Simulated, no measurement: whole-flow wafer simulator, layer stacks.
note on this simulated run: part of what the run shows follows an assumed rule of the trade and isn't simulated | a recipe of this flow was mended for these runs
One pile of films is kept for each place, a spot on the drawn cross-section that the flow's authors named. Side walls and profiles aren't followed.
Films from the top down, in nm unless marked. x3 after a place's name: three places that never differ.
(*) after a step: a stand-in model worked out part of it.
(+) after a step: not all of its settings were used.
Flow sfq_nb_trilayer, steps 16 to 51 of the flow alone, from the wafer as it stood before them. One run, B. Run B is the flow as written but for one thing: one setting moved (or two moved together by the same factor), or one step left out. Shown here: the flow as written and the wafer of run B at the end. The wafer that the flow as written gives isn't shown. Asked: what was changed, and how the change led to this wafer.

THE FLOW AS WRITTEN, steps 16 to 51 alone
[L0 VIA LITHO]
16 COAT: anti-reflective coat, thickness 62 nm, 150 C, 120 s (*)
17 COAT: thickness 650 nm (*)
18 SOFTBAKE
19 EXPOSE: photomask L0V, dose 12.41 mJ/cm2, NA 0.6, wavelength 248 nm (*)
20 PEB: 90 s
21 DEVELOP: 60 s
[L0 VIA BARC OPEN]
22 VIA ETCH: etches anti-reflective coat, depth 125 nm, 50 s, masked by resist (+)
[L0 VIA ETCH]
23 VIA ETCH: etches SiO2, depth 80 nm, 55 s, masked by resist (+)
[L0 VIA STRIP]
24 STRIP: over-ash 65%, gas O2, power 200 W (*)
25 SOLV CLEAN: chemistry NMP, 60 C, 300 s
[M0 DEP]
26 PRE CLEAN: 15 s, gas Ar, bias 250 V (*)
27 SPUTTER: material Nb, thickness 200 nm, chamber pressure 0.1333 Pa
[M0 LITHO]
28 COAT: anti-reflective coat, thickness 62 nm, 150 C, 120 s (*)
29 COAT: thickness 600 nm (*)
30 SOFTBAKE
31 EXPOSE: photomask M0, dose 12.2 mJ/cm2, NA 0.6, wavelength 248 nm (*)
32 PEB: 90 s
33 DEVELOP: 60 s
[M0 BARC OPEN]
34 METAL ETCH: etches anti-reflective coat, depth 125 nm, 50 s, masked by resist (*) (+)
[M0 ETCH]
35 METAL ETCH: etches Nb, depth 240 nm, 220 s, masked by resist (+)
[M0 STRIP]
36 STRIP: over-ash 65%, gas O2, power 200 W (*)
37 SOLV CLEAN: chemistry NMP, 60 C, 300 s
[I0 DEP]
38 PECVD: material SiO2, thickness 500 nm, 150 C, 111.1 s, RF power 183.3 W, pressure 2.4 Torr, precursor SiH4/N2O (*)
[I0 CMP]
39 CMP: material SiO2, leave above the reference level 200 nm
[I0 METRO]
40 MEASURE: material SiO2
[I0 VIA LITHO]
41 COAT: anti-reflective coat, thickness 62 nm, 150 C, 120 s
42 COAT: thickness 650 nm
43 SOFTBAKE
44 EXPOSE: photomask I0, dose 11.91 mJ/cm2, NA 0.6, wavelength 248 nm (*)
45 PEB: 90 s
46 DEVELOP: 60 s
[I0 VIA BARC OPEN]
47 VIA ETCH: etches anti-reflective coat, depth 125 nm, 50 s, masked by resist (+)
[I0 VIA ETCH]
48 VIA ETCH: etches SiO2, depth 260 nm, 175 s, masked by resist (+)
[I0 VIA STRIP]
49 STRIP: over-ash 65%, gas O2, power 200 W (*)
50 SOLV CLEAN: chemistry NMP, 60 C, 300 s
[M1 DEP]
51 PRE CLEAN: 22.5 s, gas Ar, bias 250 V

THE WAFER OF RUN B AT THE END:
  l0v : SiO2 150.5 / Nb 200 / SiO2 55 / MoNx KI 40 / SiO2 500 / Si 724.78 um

The cause: step 22, VIA ETCH: etches anti-reflective coat, depth 125 nm, 50 s, masked by resist (+), was left out.

How the change led to this, step by step:
  23 VIA ETCH: etches SiO2, depth 80 nm, 55 s, masked by resist (+)
      l0v: anti-reflective coat -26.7 (as written it would be: SiO2 -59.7 (all of it), MoNx KI -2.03)
  24 STRIP: over-ash 65%, gas O2, power 200 W (*)
      l0v: anti-reflective coat -31.3 (all of it) (as written it would be: nothing)
      p4_fl x71, m0r_space_l x2: KrF-resist-other-grade -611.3 (all of it), anti-reflective coat -62 (all of it) (as written it would be: KrF-resist-other-grade -541.9 (all of it), anti-reflective coat -62 (all of it))
      (and at 32 more places)
  26 PRE CLEAN: 15 s, gas Ar, bias 250 V (*)
      l0v: SiO2 -5 (as written it would be: MoNx KI -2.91)
  27 SPUTTER: material Nb, thickness 200 nm, chamber pressure 0.1333 Pa
      l0v: Nb +200 (new film) (as written it would be: Nb +195.4 (new film))
  28 COAT: anti-reflective coat, thickness 62 nm, 150 C, 120 s (*)
      lsp_m: anti-reflective coat +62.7 (new film) (as written it would be: anti-reflective coat +64.2 (new film))
      ln_m6: anti-reflective coat +65.2 (new film) (as written it would be: anti-reflective coat +67.9 (new film))
      (and at 3 more places)
  29 COAT: thickness 600 nm (*)
      l0v: KrF-resist-other-grade +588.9 (new film) (as written it would be: KrF-resist-other-grade +609.5 (new film))
  36 STRIP: over-ash 65%, gas O2, power 200 W (*)
      lsp_m: KrF-resist-other-grade -373.8 (all of it), anti-reflective coat -62.7 (all of it) (as written it would be: KrF-resist-other-grade -371.9 (all of it), anti-reflective coat -64.2 (all of it))
      ln_m6: KrF-resist-other-grade -374.1 (all of it), anti-reflective coat -65.2 (all of it) (as written it would be: KrF-resist-other-grade -369.9 (all of it), anti-reflective coat -67.9 (all of it))
      (and at 3 more places)
  39 CMP: material SiO2, leave above the reference level 200 nm
      l0v: SiO2 -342 (as written it would be: SiO2 -277.4)
Counting metal films that touch as one body, l0v has 2 bodies (between them, from the top down: SiO2 55); the flow as written gives 1 body.
